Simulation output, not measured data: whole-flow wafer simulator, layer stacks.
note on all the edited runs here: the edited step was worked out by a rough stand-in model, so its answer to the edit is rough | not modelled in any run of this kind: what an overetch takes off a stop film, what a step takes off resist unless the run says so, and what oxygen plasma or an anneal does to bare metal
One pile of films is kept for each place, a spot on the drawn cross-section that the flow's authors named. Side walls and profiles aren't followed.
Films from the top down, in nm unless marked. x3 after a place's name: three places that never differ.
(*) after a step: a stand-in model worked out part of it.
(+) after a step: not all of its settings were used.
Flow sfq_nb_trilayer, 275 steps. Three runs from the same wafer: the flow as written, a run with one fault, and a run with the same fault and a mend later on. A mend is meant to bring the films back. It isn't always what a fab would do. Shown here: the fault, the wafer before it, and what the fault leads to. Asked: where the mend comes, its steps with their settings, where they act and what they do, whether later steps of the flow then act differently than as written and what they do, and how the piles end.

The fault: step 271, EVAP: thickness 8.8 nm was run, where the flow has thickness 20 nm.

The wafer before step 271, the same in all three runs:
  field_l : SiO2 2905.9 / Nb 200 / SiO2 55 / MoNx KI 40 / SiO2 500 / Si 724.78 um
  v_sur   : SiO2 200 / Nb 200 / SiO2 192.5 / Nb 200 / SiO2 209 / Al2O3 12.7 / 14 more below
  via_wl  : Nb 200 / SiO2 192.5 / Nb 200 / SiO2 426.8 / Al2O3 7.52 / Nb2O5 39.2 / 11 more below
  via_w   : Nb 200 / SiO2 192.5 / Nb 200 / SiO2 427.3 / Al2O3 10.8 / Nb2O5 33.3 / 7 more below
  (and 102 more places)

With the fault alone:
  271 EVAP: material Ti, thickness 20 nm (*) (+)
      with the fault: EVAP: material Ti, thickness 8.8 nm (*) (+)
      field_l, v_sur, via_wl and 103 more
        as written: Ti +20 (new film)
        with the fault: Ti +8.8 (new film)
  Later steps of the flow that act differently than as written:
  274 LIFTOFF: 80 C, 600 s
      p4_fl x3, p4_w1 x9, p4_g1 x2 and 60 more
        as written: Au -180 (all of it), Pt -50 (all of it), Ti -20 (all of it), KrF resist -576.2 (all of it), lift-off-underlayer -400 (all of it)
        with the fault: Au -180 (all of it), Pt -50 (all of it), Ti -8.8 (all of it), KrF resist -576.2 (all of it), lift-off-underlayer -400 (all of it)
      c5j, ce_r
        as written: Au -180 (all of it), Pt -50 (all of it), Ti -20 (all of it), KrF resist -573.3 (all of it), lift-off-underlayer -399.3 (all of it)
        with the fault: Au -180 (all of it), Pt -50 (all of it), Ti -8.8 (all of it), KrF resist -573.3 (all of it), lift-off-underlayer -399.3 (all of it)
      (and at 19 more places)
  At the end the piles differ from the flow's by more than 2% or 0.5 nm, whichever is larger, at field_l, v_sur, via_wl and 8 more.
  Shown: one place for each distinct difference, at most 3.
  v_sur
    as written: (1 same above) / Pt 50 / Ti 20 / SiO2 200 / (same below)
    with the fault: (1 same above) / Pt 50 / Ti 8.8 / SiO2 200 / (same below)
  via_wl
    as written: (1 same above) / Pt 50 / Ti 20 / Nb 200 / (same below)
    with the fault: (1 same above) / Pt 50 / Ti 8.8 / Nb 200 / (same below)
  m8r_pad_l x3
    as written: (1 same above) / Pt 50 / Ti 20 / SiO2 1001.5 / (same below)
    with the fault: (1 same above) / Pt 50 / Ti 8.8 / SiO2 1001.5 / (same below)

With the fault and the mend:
  The mend comes after step 271.
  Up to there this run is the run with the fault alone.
  271a EVAP: material Ti, thickness 11.2 nm (*) (+) (the flow's step 271 once more, with other settings)
      field_l, v_sur, via_wl and 103 more
        Ti +11.2
  No later step of the flow acts differently than as written at any place that is followed.
  At the end the piles are the same as the flow's at every place that both follow.
